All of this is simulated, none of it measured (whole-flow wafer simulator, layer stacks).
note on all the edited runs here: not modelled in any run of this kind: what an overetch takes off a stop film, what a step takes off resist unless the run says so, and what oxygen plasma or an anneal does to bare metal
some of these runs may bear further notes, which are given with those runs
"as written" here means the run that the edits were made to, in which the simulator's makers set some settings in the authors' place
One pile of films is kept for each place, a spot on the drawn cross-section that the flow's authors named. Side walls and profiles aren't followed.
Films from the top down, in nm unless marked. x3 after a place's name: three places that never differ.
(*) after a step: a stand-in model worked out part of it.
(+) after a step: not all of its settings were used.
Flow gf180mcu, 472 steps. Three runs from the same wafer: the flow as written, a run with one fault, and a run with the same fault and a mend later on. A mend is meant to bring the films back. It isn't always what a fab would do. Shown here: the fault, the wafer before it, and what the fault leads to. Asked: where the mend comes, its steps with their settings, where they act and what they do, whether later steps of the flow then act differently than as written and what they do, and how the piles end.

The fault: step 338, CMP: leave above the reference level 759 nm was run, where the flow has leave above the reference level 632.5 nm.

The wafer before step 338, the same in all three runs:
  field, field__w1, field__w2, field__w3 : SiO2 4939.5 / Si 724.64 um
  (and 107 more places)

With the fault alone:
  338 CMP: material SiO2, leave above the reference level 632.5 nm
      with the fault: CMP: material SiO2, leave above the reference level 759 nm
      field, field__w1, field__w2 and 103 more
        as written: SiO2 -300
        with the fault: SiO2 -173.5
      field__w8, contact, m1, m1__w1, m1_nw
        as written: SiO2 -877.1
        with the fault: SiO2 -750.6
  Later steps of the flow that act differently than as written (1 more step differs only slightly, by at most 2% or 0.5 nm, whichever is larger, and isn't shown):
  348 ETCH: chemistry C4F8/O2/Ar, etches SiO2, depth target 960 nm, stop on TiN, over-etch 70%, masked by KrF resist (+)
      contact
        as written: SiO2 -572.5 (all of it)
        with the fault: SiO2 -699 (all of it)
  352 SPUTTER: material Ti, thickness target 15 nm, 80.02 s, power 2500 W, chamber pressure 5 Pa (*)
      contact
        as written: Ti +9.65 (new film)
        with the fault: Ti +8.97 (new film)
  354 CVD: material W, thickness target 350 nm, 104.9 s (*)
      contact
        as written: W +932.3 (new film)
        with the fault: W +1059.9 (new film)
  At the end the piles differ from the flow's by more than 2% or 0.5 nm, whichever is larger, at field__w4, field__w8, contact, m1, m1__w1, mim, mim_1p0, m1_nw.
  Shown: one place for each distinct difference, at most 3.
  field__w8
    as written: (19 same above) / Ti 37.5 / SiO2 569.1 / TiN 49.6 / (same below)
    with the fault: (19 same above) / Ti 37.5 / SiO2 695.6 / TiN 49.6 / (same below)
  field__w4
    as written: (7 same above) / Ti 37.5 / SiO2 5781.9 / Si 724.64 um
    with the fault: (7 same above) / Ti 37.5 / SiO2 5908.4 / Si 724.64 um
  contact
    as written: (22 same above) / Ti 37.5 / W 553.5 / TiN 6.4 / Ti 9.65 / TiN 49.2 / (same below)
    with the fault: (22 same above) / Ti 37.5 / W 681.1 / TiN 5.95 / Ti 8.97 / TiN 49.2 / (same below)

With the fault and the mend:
  The mend comes after step 346.
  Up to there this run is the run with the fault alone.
  346a STRIP: chemistry O2/N2, power 2160 W, pressure 1700 mTorr (*)
      field, field__w1, field__w2 and 107 more
        KrF resist -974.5 (all of it), anti-reflective coat -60 (all of it)
      contact
        anti-reflective coat -60 (all of it)
  346b CMP: material SiO2, leave above the reference level 632.5 nm (the flow's step 338 once more)
      field, field__w1, field__w2 and 108 more
        SiO2 -126.5
  346c HMDS: 120 C, 60 s (the flow's step 340 once more)
      changes no film at any place that is followed
  346d COAT: anti-reflective coat, thickness 60 nm, 182 C, 71 s (the flow's step 341 once more)
      field, field__w1, field__w2 and 108 more
        anti-reflective coat +60 (new film)
  346e COAT: KrF resist, thickness 1000 nm (the flow's step 342 once more)
      field, field__w1, field__w2 and 108 more
        KrF resist +1000 (new film)
  346f SOFTBAKE: KrF resist (the flow's step 343 once more)
      changes no film at any place that is followed
  346g EXPOSE: photomask Via3 (the flow's step 344 once more)
      changes no film at any place that is followed
  346h PEB: KrF resist, 135 C, 90 s (the flow's step 345 once more)
      field, field__w1, field__w2 and 108 more
        KrF resist -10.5
  346i DEVELOP: KrF resist, thickness 1000 nm, 60 s (the flow's step 346 once more)
      field, field__w1, field__w2 and 107 more
        KrF resist -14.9
      contact
        KrF resist -989.5 (all of it)
  No later step of the flow acts differently than as written at any place that is followed.
  At the end the piles are the same as the flow's at every place that both follow.
